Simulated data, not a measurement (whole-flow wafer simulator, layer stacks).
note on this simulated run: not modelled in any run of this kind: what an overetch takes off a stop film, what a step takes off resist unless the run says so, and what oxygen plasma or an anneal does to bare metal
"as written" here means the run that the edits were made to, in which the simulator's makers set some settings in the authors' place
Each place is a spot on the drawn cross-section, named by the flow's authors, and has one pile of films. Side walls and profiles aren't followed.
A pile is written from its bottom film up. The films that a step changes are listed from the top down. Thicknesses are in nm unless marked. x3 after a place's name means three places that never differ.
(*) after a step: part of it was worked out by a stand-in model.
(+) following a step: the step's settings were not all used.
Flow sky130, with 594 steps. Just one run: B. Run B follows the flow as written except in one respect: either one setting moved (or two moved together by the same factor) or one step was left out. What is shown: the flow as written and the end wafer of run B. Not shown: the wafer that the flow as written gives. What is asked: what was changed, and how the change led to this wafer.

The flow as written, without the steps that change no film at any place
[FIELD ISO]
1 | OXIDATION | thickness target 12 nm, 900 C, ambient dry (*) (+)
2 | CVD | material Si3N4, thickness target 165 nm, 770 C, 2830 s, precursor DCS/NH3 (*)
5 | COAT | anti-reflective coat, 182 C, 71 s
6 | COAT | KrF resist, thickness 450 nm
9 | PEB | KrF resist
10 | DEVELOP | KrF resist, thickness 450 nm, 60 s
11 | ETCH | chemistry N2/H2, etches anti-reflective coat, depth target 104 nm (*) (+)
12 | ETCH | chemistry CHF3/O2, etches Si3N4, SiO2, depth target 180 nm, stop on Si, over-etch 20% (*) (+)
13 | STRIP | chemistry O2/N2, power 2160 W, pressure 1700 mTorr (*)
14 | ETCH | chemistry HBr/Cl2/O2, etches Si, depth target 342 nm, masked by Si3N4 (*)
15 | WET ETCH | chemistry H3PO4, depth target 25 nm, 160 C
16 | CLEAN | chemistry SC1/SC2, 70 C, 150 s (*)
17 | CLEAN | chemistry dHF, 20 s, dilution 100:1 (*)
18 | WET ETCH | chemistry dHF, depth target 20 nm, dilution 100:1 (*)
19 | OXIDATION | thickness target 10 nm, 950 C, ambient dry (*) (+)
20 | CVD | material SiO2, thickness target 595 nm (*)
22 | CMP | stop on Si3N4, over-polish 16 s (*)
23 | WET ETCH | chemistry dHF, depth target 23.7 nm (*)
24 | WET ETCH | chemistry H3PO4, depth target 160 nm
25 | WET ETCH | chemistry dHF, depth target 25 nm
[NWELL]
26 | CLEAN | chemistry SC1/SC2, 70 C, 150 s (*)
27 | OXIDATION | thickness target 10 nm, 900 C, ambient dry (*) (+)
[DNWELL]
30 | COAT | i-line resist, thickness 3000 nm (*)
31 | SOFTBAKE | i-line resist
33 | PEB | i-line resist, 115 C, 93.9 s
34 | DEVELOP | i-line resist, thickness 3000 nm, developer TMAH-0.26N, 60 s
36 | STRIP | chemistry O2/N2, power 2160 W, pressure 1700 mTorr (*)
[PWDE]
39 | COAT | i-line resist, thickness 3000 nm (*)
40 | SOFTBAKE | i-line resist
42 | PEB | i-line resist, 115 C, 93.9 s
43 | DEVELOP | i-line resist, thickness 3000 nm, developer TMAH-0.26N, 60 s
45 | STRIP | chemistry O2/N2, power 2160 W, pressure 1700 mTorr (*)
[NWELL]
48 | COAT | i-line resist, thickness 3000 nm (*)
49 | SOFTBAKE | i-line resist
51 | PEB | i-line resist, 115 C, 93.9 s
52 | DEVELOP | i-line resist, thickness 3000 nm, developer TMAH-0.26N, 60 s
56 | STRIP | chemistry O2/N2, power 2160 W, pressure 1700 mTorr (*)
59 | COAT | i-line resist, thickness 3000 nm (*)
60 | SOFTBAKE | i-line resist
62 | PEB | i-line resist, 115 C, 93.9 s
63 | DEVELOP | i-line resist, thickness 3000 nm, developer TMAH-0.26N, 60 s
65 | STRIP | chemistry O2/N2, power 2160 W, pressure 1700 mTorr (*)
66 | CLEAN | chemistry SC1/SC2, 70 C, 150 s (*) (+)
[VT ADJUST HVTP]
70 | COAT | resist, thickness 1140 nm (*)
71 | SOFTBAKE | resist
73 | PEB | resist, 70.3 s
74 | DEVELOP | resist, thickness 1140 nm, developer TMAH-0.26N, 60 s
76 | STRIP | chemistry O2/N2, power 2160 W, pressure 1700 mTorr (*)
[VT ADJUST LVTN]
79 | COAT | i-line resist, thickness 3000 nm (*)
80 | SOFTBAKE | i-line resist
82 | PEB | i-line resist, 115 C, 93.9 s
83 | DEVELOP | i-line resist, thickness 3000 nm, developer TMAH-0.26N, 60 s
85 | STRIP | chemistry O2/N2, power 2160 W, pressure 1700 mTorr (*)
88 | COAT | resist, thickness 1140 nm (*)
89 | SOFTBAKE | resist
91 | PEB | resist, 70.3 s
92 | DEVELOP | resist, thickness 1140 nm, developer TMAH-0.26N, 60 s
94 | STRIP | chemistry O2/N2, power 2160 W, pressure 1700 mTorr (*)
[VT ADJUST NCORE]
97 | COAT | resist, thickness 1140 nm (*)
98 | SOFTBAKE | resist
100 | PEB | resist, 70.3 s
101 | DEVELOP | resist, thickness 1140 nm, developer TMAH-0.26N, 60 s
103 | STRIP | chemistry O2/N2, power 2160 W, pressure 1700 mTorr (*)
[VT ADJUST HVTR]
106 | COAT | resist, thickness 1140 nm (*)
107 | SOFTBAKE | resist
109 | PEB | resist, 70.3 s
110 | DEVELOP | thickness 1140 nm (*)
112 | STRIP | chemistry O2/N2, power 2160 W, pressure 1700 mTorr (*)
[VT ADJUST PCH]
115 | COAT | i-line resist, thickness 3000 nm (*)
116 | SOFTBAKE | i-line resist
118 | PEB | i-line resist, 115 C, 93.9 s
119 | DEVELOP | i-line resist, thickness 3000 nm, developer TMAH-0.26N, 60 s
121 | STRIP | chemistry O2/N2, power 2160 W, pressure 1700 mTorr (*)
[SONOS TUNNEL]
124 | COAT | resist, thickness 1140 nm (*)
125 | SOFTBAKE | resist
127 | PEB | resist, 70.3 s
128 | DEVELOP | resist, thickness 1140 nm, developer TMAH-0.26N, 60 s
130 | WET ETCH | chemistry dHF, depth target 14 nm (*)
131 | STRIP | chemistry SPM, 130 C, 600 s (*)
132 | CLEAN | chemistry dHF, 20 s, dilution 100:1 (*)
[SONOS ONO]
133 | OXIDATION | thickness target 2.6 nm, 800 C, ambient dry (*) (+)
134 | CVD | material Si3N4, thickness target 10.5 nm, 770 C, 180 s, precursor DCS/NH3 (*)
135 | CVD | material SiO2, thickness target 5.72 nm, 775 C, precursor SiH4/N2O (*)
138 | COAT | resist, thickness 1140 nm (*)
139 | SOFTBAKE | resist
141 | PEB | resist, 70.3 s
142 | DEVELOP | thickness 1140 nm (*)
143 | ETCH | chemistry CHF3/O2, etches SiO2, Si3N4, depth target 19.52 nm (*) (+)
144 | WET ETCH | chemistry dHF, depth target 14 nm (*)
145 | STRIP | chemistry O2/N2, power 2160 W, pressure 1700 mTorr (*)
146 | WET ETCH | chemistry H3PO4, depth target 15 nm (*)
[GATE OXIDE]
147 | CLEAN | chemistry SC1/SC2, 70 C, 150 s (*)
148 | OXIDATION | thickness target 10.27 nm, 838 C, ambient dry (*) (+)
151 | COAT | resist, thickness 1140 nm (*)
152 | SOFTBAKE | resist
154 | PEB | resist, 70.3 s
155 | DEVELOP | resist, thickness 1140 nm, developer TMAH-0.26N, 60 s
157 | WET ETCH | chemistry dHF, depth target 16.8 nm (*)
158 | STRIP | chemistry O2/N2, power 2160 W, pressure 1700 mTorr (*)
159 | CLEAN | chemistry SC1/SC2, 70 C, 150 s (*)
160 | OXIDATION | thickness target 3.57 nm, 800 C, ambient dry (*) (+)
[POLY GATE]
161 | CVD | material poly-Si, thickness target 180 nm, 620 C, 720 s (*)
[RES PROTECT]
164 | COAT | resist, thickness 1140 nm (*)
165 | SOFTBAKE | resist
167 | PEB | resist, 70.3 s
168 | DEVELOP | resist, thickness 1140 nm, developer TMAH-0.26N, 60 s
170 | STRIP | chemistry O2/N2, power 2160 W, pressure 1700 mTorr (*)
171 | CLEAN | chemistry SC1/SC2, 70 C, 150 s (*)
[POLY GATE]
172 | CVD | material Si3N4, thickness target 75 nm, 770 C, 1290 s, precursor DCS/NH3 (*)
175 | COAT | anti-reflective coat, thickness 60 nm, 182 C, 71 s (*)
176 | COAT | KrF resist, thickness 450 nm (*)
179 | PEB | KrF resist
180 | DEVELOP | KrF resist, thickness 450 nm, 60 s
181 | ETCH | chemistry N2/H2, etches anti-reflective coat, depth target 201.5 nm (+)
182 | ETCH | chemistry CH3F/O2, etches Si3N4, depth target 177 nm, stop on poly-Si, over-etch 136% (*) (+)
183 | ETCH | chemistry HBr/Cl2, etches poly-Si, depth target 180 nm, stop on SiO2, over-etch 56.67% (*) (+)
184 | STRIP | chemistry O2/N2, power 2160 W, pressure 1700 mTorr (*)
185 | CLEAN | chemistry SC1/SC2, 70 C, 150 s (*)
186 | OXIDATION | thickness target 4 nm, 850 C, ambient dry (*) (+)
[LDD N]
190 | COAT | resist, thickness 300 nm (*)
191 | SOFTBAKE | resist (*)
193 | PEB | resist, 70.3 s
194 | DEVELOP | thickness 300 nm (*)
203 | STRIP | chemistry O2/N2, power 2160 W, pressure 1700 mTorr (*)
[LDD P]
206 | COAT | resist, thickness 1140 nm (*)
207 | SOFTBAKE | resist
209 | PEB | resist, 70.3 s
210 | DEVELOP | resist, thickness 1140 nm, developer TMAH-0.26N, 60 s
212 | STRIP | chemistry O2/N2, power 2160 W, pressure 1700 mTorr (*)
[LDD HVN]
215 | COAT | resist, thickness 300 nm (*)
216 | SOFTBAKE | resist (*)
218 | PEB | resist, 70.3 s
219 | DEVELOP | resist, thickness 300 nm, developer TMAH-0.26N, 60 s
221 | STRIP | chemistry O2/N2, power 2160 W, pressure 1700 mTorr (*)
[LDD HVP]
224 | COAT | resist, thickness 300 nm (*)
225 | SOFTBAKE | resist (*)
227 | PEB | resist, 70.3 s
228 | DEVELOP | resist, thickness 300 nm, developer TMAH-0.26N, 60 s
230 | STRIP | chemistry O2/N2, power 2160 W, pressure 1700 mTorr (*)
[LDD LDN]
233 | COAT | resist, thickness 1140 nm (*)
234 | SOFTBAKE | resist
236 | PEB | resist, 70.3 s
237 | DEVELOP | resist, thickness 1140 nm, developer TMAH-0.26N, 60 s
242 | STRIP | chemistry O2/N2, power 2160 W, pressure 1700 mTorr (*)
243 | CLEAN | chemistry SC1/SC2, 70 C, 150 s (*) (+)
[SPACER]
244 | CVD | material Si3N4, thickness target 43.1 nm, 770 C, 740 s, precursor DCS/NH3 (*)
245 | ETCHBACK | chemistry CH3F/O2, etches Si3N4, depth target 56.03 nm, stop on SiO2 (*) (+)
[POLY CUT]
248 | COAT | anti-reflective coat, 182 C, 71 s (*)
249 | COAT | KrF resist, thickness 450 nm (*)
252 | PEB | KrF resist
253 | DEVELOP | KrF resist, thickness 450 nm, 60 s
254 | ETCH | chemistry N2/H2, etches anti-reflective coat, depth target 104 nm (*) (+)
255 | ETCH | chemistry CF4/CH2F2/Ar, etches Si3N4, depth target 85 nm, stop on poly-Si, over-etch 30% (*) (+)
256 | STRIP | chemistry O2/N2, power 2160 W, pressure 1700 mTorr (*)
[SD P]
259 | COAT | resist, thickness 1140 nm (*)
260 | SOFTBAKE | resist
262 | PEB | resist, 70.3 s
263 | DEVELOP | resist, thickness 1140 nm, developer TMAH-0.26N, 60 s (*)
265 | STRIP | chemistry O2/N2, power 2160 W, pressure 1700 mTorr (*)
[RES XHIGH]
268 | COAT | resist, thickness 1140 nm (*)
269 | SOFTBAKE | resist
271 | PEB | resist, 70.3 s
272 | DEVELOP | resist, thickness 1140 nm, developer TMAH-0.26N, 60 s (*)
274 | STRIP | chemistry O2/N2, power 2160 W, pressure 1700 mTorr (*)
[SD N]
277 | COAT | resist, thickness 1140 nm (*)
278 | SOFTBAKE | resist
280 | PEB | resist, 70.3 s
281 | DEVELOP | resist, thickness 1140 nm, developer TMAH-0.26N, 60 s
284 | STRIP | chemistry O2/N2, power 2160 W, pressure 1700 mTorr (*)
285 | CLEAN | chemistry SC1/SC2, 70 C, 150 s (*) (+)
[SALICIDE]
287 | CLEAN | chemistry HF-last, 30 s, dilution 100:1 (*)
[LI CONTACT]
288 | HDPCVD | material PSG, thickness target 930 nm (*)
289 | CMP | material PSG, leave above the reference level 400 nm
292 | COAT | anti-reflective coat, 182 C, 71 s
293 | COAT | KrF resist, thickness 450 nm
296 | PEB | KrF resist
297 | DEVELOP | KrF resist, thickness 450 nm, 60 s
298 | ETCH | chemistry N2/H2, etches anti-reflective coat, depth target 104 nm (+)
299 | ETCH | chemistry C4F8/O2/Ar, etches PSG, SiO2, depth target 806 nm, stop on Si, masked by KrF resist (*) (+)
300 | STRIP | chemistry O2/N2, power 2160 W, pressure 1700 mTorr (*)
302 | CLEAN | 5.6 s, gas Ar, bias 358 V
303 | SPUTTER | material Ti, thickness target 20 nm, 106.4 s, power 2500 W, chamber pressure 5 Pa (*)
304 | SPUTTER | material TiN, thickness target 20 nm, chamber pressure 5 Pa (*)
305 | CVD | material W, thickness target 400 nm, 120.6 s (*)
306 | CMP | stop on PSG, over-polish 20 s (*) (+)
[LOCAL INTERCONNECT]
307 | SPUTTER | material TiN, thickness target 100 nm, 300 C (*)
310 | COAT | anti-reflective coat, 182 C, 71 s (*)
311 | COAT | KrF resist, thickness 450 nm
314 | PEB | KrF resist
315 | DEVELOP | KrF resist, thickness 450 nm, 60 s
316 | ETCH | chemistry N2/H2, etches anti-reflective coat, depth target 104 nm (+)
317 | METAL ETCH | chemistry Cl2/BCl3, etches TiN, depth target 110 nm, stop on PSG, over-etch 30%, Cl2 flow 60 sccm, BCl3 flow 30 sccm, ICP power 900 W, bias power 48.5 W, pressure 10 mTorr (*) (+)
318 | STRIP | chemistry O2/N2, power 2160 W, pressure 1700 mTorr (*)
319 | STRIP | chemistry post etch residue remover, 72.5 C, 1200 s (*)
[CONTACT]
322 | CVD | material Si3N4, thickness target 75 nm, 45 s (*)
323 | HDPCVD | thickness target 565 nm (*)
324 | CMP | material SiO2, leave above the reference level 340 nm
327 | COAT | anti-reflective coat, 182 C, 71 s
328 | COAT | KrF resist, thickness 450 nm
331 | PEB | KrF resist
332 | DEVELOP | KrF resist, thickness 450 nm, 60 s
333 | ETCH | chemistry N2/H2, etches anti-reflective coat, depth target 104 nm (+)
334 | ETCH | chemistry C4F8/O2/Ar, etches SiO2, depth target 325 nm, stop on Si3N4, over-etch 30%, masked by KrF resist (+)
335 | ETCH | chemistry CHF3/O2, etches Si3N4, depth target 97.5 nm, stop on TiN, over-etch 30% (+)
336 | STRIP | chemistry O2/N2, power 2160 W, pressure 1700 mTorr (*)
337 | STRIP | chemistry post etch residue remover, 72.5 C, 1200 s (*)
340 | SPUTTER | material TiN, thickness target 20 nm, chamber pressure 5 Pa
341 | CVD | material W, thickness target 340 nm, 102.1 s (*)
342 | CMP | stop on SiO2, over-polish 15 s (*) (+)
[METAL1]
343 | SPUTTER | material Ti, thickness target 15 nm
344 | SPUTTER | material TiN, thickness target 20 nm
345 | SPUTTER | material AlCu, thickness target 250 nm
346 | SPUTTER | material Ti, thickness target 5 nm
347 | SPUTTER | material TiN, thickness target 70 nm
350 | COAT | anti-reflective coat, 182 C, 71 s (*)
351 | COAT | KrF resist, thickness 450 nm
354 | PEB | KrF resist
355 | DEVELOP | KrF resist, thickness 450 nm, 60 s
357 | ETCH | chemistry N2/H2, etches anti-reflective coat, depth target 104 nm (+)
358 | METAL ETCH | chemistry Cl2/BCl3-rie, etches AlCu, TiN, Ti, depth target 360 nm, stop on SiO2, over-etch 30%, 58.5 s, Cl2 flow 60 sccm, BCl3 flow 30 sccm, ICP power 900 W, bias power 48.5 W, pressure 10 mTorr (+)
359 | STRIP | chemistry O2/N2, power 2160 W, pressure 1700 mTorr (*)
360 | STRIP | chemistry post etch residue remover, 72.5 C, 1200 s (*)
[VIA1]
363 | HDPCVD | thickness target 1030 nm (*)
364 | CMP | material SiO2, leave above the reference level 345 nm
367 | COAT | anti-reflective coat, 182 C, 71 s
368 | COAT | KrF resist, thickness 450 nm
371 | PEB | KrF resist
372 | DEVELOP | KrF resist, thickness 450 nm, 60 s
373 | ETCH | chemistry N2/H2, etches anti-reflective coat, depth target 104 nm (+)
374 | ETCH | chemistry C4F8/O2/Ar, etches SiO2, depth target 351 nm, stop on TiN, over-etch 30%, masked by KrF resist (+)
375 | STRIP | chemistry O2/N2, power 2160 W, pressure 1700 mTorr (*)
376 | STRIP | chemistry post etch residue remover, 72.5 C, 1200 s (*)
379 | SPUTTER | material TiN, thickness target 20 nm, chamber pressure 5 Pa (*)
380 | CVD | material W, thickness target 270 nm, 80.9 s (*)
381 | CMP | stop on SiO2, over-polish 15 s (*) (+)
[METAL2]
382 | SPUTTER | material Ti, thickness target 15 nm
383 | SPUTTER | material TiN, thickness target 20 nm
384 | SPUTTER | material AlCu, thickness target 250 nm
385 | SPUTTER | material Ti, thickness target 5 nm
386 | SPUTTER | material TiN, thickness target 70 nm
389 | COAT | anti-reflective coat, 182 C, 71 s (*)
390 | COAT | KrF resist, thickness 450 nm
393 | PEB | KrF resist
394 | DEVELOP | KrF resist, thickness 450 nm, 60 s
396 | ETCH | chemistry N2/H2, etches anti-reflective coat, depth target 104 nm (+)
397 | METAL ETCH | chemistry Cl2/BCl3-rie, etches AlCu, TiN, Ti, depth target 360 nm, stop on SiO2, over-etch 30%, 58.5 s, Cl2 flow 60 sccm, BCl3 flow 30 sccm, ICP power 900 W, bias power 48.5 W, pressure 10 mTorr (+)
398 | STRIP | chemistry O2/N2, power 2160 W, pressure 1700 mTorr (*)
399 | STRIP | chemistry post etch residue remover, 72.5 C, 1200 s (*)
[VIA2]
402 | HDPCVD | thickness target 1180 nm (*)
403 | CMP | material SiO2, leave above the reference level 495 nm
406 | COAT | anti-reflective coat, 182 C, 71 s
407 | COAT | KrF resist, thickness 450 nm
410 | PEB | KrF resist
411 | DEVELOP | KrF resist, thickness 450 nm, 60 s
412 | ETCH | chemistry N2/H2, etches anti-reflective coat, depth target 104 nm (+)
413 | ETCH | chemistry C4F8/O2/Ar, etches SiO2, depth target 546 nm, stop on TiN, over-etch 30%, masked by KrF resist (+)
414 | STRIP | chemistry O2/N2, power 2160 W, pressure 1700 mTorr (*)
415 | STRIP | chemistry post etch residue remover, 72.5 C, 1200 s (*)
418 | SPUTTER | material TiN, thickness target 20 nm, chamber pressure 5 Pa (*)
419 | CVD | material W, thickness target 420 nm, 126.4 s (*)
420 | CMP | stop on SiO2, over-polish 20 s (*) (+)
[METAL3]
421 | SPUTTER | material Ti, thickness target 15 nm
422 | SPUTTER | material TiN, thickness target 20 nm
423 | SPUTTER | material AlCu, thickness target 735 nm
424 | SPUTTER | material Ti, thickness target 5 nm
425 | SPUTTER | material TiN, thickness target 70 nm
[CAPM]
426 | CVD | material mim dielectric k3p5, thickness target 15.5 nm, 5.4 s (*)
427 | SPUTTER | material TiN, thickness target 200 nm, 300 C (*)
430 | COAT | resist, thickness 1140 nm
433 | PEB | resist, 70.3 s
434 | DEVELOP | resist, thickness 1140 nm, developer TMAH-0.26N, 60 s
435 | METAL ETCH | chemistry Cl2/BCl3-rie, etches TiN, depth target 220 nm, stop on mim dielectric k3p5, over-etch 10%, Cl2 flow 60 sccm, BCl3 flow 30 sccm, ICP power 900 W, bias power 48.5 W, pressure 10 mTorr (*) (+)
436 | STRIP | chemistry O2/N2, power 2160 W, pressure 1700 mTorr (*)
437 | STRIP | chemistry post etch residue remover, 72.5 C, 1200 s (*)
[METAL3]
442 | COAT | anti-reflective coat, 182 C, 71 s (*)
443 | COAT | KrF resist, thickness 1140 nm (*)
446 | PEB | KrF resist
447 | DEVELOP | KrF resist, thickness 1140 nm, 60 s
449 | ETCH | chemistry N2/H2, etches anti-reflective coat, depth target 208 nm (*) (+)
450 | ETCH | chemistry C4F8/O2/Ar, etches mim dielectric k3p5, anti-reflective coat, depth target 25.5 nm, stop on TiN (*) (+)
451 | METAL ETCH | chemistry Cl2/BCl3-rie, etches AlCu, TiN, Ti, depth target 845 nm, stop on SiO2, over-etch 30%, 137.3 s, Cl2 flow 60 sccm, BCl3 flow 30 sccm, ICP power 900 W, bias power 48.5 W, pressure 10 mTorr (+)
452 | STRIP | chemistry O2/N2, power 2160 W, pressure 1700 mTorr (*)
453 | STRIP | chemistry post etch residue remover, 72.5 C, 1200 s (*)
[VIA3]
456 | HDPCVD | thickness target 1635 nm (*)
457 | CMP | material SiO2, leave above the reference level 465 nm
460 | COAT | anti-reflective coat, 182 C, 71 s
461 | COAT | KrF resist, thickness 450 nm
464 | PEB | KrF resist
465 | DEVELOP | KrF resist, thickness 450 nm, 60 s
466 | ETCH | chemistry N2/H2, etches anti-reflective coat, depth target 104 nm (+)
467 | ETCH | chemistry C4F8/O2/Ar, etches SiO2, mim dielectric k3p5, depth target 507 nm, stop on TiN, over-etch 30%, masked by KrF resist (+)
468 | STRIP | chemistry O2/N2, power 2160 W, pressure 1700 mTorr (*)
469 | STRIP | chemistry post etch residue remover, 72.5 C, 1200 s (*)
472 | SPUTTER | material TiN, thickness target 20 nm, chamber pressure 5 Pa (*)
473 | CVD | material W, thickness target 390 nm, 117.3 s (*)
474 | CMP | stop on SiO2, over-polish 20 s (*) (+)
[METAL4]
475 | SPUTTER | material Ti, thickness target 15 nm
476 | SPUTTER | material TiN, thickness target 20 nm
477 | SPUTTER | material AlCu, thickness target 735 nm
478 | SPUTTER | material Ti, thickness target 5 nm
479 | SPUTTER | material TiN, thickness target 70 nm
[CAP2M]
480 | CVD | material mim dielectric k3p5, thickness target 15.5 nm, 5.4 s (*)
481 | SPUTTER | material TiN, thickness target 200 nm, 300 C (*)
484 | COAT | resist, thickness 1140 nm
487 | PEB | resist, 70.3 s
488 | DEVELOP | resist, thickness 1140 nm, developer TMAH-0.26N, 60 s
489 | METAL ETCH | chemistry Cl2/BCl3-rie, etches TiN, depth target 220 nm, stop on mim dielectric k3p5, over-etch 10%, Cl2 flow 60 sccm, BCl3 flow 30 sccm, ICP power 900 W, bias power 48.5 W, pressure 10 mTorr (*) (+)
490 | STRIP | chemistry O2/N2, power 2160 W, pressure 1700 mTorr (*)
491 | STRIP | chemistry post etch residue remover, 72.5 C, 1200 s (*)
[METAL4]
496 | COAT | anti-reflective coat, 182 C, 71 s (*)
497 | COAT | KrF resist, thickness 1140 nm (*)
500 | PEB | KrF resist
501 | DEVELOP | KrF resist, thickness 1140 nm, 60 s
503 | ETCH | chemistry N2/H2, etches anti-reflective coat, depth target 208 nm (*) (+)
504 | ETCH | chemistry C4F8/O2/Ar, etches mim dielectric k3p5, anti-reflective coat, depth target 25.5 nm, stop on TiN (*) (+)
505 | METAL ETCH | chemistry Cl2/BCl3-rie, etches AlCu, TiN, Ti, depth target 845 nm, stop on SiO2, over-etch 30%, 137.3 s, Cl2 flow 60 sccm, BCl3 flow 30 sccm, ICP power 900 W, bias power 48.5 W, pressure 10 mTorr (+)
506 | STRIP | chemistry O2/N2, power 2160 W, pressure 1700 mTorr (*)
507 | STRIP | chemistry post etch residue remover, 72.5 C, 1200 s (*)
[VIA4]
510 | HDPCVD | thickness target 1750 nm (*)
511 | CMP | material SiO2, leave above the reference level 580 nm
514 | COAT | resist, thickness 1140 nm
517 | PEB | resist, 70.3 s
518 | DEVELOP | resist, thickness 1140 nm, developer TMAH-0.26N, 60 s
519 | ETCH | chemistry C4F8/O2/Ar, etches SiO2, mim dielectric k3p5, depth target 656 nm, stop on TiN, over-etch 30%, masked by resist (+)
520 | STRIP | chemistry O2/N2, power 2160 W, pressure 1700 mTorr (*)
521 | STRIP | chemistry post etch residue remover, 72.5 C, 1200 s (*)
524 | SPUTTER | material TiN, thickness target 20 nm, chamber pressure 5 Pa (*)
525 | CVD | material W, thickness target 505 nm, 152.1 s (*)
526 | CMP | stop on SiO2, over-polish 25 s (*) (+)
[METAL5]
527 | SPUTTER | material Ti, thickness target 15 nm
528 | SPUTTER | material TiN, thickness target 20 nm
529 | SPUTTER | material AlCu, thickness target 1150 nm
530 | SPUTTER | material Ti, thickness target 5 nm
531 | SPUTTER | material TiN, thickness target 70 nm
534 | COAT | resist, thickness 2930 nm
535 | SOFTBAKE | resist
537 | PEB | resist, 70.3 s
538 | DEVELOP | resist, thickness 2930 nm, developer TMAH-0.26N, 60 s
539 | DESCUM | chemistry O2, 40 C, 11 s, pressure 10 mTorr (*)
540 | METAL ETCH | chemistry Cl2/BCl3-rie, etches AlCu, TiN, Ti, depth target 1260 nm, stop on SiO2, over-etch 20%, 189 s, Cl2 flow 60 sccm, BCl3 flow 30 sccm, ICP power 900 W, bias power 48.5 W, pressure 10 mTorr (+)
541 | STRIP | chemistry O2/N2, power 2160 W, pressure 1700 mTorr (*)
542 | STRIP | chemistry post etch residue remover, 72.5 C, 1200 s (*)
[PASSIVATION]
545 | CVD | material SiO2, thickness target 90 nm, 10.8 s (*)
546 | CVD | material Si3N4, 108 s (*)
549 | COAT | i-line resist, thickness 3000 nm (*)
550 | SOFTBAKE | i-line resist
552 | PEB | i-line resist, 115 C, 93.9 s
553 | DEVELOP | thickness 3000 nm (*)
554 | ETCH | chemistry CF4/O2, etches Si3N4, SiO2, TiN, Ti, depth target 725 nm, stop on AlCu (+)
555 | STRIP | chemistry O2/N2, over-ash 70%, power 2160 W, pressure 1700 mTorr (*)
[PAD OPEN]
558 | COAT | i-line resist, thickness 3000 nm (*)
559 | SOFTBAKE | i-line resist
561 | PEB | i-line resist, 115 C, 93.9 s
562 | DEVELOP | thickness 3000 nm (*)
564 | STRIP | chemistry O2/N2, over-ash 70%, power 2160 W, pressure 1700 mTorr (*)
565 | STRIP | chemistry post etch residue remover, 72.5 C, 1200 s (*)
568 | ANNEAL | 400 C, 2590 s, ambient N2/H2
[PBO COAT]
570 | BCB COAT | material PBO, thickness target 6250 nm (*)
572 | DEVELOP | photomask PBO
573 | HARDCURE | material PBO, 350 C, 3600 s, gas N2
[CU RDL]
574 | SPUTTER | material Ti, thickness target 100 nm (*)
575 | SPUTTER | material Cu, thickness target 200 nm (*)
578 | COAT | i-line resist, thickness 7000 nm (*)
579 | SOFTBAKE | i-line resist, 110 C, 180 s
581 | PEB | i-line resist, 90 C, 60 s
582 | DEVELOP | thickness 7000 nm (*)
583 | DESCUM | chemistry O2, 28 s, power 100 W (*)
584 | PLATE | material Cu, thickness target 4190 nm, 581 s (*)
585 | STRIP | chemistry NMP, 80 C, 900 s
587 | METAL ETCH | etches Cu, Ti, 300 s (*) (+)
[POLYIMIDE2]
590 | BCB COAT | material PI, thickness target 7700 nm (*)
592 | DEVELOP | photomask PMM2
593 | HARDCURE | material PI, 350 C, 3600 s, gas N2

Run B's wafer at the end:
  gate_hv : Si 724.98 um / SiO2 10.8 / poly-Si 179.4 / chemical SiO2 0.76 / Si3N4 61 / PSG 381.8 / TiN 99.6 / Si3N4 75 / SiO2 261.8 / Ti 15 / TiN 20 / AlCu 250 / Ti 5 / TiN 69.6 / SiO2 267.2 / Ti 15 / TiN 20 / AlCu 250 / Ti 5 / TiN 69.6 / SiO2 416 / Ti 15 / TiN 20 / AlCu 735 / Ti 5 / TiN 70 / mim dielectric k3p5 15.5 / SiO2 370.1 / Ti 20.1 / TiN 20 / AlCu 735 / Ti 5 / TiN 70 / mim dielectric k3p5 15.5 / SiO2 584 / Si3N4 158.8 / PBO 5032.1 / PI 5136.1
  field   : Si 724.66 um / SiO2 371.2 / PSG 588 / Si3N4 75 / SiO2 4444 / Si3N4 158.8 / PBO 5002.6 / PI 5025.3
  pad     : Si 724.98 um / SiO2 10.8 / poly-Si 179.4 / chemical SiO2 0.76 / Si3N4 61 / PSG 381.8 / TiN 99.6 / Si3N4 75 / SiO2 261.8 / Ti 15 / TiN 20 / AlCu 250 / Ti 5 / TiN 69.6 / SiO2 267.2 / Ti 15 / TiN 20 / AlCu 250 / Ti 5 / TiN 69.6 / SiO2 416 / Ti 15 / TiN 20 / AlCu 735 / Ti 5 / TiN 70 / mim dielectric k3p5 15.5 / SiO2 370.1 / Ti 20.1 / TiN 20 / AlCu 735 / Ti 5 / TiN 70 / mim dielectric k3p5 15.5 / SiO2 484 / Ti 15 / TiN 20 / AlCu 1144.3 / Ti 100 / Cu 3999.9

The reason: step 475, SPUTTER: thickness target 20.1 nm was run, while the flow as written has thickness target 15 nm.
The wafer lets one read it off: gate_hv has Ti 20.1, and step 475 as written asks for 15 nm.

How this came from the change, step by step:
  475 | SPUTTER | material Ti, thickness target 15 nm
      field, active, n_well and 189 more: +20.1 Ti (new film) (as written it would have been: +15 Ti (new film))
  505 | METAL ETCH | chemistry Cl2/BCl3-rie, etches AlCu, TiN, Ti, depth target 845 nm, stop on SiO2, over-etch 30%, 137.3 s, Cl2 flow 60 sccm, BCl3 flow 30 sccm, ICP power 900 W, bias power 48.5 W, pressure 10 mTorr (+)
      field, gate, spacer and 68 more: -70 TiN (all of it), -5 Ti (all of it), -735 AlCu (all of it), -20 TiN (all of it), -20.1 Ti (all of it), -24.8 SiO2 (as written it would have been: -70 TiN (all of it), -5 Ti (all of it), -735 AlCu (all of it), -20 TiN (all of it), -15 Ti (all of it), -25.4 SiO2)
      active, vpp_iso1, mim_edge_plate and 14 more: -70 TiN (all of it), -5 Ti (all of it), -735 AlCu (all of it), -20 TiN (all of it), -20.1 Ti (all of it), -24.8 SiO2 (as written it would have been: -70 TiN (all of it), -5 Ti (all of it), -735 AlCu (all of it), -20 TiN (all of it), -15 Ti (all of it), -25.3 SiO2)
